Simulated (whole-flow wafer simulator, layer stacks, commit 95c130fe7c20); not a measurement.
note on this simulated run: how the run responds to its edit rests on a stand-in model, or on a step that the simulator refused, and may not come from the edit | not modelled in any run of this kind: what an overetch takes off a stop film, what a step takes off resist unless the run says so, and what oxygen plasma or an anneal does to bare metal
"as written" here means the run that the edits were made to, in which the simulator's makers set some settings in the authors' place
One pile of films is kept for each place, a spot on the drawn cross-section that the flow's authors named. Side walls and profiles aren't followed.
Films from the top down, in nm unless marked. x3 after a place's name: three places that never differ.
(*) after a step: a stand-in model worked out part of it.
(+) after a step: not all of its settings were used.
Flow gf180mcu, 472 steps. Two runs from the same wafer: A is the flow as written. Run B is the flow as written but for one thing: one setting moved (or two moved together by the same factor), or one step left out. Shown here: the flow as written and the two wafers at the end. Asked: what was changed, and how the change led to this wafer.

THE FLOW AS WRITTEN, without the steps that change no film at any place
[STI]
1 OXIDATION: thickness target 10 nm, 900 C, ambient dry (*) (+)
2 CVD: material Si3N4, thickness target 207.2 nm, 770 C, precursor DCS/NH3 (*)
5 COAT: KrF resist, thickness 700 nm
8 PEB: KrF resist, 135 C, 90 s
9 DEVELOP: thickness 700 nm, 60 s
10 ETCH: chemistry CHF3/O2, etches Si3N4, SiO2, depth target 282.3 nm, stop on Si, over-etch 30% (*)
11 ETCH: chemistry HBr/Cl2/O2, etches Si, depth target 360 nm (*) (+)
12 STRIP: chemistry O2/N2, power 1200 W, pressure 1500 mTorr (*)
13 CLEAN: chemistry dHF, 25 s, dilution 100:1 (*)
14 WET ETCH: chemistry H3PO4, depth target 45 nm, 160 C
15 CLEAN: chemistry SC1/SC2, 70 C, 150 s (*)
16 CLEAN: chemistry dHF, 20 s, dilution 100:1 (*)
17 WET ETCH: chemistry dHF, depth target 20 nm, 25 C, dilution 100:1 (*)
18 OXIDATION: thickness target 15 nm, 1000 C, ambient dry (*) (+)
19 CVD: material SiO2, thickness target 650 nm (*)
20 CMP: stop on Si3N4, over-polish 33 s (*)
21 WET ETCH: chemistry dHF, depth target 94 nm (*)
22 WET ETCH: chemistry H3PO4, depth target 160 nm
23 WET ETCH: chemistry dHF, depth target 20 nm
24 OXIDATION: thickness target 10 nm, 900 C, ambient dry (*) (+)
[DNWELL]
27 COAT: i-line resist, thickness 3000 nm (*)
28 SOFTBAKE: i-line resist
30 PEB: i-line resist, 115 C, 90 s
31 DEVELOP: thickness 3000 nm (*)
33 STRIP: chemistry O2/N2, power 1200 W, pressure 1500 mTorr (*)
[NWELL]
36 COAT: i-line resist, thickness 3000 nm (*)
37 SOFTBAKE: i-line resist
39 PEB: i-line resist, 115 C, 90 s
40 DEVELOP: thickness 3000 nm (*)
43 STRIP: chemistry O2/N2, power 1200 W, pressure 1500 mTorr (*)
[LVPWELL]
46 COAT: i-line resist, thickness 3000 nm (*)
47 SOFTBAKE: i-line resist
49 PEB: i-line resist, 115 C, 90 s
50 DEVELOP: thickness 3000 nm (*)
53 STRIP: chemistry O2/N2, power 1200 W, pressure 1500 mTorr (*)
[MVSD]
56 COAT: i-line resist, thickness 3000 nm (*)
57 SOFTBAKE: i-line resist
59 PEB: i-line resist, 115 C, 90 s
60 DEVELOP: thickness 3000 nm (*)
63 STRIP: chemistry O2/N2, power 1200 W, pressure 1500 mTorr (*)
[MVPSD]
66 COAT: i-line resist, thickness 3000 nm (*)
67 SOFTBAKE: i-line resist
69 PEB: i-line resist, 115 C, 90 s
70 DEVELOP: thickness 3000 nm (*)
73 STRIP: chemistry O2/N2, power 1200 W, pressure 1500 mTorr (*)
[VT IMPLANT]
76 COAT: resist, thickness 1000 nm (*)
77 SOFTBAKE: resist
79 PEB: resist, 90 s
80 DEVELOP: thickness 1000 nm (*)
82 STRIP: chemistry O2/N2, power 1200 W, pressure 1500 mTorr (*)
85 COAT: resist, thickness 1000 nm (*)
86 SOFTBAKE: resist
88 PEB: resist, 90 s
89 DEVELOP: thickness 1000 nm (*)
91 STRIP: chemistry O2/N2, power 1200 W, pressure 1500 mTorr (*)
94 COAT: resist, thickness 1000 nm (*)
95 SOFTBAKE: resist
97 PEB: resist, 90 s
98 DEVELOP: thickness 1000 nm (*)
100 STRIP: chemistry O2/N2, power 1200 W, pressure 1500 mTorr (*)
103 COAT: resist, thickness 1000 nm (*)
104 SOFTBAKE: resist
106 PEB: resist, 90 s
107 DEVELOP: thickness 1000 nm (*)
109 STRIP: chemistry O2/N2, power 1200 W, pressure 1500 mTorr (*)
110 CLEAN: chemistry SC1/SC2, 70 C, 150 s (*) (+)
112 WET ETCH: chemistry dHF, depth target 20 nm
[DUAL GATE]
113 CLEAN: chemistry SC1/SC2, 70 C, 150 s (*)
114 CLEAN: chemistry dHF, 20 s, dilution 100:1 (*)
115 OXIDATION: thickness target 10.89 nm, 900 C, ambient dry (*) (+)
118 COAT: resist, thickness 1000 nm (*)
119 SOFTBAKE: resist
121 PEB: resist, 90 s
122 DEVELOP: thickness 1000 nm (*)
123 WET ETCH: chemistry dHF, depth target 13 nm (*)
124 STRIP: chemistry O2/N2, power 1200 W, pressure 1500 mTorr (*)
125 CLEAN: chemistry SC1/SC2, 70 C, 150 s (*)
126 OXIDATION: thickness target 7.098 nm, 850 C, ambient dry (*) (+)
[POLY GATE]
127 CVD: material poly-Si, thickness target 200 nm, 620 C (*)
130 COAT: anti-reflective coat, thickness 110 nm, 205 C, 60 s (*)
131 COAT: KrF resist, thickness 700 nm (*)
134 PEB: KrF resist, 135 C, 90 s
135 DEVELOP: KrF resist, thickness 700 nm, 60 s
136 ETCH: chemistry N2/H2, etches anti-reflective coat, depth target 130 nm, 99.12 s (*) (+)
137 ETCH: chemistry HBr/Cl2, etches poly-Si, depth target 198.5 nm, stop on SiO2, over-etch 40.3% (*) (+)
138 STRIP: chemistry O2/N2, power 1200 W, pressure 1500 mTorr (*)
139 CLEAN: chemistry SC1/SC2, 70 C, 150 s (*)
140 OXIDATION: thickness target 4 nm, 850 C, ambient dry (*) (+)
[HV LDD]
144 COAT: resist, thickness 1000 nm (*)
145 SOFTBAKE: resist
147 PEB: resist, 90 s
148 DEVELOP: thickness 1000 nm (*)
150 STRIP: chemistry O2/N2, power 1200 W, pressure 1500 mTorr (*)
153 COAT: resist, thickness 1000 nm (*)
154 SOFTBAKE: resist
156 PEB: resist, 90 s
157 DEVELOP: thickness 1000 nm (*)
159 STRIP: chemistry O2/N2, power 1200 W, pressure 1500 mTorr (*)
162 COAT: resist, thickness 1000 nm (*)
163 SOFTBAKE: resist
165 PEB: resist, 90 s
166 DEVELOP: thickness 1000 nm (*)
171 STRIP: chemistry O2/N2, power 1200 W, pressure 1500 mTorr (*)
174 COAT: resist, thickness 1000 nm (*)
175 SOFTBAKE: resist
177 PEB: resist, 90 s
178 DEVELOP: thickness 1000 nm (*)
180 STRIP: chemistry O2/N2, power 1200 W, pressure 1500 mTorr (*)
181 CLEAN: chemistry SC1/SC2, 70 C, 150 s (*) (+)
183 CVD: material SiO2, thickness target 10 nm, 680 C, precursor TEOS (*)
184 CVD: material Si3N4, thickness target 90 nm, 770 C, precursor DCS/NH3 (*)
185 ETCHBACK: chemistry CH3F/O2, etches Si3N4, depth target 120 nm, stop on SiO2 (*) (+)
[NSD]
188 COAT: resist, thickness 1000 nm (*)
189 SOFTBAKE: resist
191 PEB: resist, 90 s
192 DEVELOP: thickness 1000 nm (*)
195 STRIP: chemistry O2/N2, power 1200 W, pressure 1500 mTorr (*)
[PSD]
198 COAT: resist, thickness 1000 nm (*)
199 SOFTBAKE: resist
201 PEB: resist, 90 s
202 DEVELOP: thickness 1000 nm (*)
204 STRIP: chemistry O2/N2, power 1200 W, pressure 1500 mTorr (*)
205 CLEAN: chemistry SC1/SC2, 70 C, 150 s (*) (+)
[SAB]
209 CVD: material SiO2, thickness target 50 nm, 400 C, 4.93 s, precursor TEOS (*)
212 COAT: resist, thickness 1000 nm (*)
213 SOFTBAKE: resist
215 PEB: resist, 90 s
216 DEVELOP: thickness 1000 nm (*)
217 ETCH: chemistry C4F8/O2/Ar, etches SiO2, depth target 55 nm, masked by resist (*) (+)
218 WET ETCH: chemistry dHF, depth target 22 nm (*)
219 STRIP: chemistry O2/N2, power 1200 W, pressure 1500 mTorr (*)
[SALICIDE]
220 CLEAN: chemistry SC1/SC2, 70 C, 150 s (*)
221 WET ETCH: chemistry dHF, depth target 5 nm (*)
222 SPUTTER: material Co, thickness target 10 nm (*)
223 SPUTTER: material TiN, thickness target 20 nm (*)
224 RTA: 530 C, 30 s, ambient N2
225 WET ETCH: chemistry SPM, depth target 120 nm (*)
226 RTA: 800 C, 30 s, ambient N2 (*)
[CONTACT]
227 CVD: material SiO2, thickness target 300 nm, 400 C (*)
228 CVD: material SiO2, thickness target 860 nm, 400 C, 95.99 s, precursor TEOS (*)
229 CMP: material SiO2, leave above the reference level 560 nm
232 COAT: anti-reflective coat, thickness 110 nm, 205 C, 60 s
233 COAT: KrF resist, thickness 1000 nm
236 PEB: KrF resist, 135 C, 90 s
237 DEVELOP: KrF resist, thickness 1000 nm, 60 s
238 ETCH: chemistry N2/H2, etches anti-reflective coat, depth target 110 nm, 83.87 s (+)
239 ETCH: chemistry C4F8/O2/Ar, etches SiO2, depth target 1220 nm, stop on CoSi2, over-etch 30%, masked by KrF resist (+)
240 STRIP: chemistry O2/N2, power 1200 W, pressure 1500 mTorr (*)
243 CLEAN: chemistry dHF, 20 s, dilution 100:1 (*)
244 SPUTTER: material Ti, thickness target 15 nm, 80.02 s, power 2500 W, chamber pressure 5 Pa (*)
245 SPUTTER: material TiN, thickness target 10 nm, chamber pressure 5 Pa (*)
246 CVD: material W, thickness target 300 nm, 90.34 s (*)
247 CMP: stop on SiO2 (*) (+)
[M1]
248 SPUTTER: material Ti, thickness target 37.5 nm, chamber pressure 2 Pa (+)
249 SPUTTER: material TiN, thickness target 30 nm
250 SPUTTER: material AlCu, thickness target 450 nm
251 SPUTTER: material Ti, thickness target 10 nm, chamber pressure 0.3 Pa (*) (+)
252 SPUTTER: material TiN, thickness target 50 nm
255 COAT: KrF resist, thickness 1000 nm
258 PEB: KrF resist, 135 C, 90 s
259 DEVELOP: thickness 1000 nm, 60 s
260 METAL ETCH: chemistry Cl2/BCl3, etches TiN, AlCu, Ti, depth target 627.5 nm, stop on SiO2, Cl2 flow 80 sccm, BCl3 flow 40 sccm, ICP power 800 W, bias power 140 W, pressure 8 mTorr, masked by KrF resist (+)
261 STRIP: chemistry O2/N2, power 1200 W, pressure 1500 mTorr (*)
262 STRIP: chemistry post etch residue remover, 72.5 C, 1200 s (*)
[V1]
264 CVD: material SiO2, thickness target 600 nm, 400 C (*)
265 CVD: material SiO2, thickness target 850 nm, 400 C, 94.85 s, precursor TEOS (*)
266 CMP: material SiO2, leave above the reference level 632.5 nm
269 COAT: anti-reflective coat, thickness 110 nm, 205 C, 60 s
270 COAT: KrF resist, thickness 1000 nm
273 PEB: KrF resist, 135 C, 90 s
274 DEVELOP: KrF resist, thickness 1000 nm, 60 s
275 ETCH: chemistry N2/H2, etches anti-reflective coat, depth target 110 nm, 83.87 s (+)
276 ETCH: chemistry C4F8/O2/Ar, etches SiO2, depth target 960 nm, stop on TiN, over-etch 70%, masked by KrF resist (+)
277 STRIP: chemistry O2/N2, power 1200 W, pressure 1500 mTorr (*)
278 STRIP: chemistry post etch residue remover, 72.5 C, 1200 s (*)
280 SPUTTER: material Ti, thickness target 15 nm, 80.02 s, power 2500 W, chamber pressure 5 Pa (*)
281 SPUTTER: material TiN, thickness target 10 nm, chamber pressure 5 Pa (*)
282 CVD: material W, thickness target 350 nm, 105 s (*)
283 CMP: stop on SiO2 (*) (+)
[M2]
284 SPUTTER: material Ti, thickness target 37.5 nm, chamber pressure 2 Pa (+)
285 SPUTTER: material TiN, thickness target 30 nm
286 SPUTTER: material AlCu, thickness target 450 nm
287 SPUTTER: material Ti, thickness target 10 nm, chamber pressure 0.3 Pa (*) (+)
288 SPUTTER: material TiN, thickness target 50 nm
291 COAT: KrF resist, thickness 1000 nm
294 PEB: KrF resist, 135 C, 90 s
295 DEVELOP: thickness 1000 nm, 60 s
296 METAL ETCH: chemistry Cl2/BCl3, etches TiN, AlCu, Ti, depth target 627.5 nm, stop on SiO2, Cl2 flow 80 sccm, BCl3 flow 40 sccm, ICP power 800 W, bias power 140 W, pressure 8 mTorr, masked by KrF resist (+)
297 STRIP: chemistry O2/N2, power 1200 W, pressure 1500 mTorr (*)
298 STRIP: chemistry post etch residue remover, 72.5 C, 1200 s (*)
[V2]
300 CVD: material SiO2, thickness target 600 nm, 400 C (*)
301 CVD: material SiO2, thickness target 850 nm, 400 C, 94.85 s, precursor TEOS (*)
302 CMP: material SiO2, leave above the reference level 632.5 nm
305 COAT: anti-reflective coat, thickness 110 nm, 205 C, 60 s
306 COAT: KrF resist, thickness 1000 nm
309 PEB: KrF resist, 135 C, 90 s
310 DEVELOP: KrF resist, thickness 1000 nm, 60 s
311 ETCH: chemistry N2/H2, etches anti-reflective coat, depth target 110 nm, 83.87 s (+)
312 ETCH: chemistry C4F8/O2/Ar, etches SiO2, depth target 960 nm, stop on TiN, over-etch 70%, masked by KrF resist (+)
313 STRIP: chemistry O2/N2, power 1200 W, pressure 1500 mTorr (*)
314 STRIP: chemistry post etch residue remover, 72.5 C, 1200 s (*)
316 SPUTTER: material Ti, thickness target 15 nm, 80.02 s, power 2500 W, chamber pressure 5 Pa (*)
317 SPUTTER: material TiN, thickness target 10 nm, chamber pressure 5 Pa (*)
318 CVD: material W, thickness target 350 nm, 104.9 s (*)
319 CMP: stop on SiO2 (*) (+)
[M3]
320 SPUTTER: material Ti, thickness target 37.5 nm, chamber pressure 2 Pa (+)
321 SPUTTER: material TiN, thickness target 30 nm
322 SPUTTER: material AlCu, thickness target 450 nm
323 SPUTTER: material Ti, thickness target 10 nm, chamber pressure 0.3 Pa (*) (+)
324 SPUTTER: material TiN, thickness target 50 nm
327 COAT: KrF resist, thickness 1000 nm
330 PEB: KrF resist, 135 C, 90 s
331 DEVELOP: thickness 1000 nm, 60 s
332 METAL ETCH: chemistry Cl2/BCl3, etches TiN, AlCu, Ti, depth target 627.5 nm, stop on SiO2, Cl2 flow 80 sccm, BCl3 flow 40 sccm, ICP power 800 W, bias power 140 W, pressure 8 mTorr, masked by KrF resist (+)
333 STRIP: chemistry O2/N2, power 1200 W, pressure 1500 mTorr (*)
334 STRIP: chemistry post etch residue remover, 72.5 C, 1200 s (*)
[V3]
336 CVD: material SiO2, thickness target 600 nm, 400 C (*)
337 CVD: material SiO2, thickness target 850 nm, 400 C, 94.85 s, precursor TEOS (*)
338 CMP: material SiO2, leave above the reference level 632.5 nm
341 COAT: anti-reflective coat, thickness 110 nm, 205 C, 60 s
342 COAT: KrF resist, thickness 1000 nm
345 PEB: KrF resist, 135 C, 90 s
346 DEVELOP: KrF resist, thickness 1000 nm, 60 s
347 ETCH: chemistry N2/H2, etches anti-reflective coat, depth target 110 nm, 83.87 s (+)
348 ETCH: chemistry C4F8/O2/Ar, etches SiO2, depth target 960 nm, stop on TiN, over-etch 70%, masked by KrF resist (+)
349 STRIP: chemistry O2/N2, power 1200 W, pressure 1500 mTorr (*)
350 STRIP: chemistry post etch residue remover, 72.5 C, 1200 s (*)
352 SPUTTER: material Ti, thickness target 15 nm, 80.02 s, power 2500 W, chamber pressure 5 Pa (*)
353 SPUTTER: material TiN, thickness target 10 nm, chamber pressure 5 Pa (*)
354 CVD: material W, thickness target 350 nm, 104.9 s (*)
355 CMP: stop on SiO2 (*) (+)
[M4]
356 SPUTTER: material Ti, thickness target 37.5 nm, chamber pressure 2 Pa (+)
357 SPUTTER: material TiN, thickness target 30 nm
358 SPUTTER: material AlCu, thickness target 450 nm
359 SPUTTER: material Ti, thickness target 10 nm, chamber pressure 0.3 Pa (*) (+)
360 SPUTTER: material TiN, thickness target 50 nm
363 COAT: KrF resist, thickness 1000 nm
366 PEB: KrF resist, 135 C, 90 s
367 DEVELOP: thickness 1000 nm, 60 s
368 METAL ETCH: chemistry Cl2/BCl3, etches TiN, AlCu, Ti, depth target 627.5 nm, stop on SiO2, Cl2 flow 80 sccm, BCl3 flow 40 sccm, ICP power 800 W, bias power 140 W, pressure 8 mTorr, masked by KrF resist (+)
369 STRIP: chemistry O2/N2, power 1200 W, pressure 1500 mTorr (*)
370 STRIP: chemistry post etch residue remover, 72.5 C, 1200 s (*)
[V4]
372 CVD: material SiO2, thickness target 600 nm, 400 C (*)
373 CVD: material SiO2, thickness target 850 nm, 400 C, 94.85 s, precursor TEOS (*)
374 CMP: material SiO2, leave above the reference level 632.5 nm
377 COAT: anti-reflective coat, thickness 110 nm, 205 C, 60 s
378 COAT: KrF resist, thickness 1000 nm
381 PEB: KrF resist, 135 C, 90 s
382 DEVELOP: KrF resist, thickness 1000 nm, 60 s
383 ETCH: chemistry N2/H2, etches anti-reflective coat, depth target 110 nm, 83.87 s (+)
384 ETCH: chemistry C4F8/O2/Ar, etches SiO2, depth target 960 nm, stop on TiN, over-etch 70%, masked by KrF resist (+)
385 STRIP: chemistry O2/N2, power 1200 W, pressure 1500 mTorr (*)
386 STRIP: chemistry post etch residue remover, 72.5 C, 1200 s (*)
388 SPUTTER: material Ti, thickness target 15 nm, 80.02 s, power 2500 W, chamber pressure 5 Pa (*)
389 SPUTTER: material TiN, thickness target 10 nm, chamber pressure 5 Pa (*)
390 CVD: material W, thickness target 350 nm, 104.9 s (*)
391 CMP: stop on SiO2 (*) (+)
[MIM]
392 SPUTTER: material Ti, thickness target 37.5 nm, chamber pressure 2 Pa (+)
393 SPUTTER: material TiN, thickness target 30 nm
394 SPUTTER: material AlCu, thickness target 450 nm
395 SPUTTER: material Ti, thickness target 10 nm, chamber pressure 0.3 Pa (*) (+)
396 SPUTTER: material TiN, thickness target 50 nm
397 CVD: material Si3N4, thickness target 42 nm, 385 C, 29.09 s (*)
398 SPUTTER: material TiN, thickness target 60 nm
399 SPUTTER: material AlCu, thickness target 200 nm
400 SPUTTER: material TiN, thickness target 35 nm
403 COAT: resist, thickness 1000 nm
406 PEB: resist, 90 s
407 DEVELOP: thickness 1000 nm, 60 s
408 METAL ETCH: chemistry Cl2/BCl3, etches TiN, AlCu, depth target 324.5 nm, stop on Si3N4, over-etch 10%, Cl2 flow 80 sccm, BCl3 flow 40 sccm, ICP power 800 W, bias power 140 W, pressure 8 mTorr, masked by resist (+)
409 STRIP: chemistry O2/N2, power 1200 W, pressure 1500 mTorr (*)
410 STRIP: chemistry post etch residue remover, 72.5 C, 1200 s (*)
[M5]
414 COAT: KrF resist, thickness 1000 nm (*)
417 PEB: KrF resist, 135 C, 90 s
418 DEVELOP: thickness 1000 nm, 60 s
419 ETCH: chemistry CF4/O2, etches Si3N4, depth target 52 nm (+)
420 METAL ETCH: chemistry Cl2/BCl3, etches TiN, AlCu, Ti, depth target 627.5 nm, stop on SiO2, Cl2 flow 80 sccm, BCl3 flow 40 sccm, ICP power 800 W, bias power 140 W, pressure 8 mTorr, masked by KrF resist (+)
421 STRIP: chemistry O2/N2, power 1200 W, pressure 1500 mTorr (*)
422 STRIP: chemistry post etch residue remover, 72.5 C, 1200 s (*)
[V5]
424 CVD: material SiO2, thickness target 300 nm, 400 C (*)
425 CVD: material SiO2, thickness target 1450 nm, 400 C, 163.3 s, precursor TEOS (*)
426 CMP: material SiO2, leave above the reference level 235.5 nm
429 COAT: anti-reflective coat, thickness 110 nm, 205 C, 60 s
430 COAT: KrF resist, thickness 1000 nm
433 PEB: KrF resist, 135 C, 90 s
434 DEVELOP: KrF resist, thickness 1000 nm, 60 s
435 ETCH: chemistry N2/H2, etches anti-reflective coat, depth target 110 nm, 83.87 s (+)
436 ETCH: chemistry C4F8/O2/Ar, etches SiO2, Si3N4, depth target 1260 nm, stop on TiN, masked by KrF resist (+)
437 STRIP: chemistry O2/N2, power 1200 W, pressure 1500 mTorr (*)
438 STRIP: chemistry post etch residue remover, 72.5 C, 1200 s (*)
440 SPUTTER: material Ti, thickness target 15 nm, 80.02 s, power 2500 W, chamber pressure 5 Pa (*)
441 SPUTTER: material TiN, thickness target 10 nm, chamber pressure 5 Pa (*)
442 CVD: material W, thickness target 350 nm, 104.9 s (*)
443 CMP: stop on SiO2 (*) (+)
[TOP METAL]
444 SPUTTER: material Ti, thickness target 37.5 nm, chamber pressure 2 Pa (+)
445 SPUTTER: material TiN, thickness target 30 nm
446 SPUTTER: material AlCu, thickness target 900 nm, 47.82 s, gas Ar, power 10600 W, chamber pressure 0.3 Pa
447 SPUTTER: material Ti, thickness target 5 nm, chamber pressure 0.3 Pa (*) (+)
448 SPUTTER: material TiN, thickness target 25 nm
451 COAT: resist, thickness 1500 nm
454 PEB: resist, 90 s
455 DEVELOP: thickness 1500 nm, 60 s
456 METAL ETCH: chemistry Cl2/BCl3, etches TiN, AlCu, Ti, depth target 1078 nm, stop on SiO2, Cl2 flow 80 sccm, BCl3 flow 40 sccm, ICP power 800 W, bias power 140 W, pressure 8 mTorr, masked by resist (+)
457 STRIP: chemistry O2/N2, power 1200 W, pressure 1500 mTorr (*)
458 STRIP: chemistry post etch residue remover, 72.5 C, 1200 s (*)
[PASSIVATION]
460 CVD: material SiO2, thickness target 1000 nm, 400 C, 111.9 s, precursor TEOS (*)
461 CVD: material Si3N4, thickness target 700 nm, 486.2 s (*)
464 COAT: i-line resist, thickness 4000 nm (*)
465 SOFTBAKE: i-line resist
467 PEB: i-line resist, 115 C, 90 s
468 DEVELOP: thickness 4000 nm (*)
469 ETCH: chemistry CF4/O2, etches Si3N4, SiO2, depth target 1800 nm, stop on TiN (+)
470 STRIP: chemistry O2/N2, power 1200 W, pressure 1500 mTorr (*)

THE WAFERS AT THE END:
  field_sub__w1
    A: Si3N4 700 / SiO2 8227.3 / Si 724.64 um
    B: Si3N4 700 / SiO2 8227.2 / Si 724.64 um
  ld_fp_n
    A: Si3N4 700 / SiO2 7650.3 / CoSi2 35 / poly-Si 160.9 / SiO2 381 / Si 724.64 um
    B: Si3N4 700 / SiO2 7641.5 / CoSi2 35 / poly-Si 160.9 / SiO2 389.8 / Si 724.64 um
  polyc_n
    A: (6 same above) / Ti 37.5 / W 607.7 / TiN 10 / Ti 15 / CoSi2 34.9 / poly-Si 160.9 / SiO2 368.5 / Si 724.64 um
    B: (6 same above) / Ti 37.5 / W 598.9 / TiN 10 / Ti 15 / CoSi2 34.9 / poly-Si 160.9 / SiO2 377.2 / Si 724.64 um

The cause: step 112, WET ETCH: depth target 12 nm was run, where the flow has depth target 20 nm.

How the change led to this, step by step:
  112 WET ETCH: chemistry dHF, depth target 20 nm
      field, field__w2, field__w3 and 43 more: A SiO2 -22 | B SiO2 -13.2
  130 COAT: anti-reflective coat, thickness 110 nm, 205 C, 60 s (*)
      p_well, spacer, sd_n: A anti-reflective coat +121 (new film) | B anti-reflective coat +129.5 (new film)
      field: A anti-reflective coat +112.6 (new film) | B anti-reflective coat +109.6 (new film)
      (and at 67 more places)
  136 ETCH: chemistry N2/H2, etches anti-reflective coat, depth target 130 nm, 99.12 s (*) (+)
      p_well, spacer, sd_n: A anti-reflective coat -121 (all of it), poly-Si -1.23 | B anti-reflective coat -129.5 (all of it), poly-Si -1.01
      field: A anti-reflective coat -112.6 (all of it), poly-Si -1.45 | B anti-reflective coat -109.6 (all of it), poly-Si -1.52
      (and at 47 more places)
  138 STRIP: chemistry O2/N2, power 1200 W, pressure 1500 mTorr (*)
      gate: A chemical SiO2 +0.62 (new film), KrF resist -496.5 (all of it), anti-reflective coat -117 (all of it), poly-Si -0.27 | B chemical SiO2 +0.62 (new film), KrF resist -497 (all of it), anti-reflective coat -120.9 (all of it), poly-Si -0.27
      gate_hv: A chemical SiO2 +0.62 (new film), KrF resist -495.3 (all of it), anti-reflective coat -109.8 (all of it), poly-Si -0.27 | B chemical SiO2 +0.62 (new film), KrF resist -496.8 (all of it), anti-reflective coat -112.2 (all of it), poly-Si -0.27
      (and at 18 more places)
  189 SOFTBAKE: resist
      active_hv: A resist +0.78 | B resist +0.21
      active_nat: A resist +1.71 | B resist +2.71
  199 SOFTBAKE: resist
      active_hv: A resist +0.78 | B resist +0.21
      active_nat: A resist +1.71 | B resist +2.71
  209 CVD: material SiO2, thickness target 50 nm, 400 C, 4.93 s, precursor TEOS (*)
      ld_drn_p: A SiO2 +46 | B SiO2 +45
  218 WET ETCH: chemistry dHF, depth target 22 nm (*)
      active: A SiO2 -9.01 (all of it) | B SiO2 -8 (all of it)
      sd_p: A SiO2 -8.12 (all of it) | B SiO2 -7.6 (all of it)
      (and at 1 more place)
  223 SPUTTER: material TiN, thickness target 20 nm (*)
      ld_sd_n: A TiN +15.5 (new film) | B TiN +16.1 (new film)
  225 WET ETCH: chemistry SPM, depth target 120 nm (*)
      ld_sd_n: A TiN -15.5 (all of it) | B TiN -16.1 (all of it)
  226 RTA: 800 C, 30 s, ambient N2 (*)
      ld_sd_n: A CoSi2 +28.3 (new film), CoSi -16.1 (all of it), Si -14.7 | B CoSi2 +27.7 (new film), CoSi -15.8 (all of it), Si -14.4
  229 CMP: material SiO2, leave above the reference level 560 nm
      ldn_sep__w1, ldn_sep__w2, ldn_dft and 8 more: A SiO2 -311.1 | B SiO2 -319.9
      sti, mim_1p0, pad, dice_street, iso_nw_fld, iso_fld_sub: A SiO2 -297 | B SiO2 -305.7
      (and at 40 more places)
